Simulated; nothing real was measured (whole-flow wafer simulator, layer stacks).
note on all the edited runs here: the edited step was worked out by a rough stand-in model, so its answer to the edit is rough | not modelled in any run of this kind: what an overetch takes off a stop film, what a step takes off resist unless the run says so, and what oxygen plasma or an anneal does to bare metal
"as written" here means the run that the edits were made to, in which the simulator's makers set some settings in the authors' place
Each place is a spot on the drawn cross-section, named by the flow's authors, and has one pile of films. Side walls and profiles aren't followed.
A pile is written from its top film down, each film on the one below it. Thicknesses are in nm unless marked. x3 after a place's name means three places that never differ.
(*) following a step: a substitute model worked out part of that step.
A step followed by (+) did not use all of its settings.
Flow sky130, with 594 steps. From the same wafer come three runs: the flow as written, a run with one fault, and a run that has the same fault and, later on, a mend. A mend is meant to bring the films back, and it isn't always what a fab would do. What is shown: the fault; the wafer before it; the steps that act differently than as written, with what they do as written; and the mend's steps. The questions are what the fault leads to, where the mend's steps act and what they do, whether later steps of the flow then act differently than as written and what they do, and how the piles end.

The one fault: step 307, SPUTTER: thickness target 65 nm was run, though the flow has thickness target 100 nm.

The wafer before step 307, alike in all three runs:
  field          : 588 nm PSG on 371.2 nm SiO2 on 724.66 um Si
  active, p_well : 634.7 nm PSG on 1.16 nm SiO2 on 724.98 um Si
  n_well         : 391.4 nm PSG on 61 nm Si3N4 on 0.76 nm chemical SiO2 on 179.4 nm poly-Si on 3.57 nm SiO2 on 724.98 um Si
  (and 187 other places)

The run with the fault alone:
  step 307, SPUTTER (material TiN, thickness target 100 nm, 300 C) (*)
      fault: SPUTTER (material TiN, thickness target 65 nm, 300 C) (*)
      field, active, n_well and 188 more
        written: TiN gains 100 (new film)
        fault: TiN gains 65 (new film)
  Steps later in the flow that act otherwise than as written (1 other step is not shown; it differs only slightly, by no more than 2% or 0.5 nm, whichever is larger):
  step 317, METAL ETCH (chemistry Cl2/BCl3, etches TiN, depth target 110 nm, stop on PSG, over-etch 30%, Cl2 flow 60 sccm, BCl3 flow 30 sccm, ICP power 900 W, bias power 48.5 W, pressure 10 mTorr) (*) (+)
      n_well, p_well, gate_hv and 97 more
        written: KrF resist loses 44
        fault: KrF resist loses 33.1
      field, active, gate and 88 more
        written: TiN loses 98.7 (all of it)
        fault: TiN loses 63.7 (all of it)
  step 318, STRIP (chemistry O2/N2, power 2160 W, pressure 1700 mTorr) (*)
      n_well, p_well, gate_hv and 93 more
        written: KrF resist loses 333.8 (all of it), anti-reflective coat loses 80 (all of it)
        fault: KrF resist loses 344.7 (all of it), anti-reflective coat loses 80 (all of it)
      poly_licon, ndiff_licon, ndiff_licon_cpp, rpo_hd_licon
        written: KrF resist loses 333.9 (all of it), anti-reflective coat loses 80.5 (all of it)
        fault: KrF resist loses 344.8 (all of it), anti-reflective coat loses 80.5 (all of it)
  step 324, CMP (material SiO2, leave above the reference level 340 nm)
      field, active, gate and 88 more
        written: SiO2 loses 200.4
        fault: SiO2 loses 235.4
  By the end, the piles at n_well, p_well, gate_hv and 110 more depart from the flow's by more than 2% or 0.5 nm, whichever is larger.
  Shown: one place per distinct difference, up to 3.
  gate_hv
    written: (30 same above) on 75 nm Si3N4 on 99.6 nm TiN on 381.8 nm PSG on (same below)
    fault: (30 same above) on 75 nm Si3N4 on 64.6 nm TiN on 381.8 nm PSG on (same below)
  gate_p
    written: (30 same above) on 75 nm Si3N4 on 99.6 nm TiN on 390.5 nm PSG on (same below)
    fault: (30 same above) on 75 nm Si3N4 on 64.6 nm TiN on 390.5 nm PSG on (same below)
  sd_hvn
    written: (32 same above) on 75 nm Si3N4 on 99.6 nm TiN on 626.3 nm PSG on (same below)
    fault: (32 same above) on 75 nm Si3N4 on 64.6 nm TiN on 626.3 nm PSG on (same below)

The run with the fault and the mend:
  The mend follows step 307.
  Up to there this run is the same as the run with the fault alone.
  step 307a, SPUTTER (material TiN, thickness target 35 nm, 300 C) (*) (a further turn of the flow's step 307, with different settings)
      field, active, n_well and 188 more
        TiN gains 35
  Later steps of the flow that are run all act as written at every place that is followed, up to a difference of at most 2% or 0.5 nm, whichever is larger.
  By the end, the piles equal the flow's at every place that both follow.
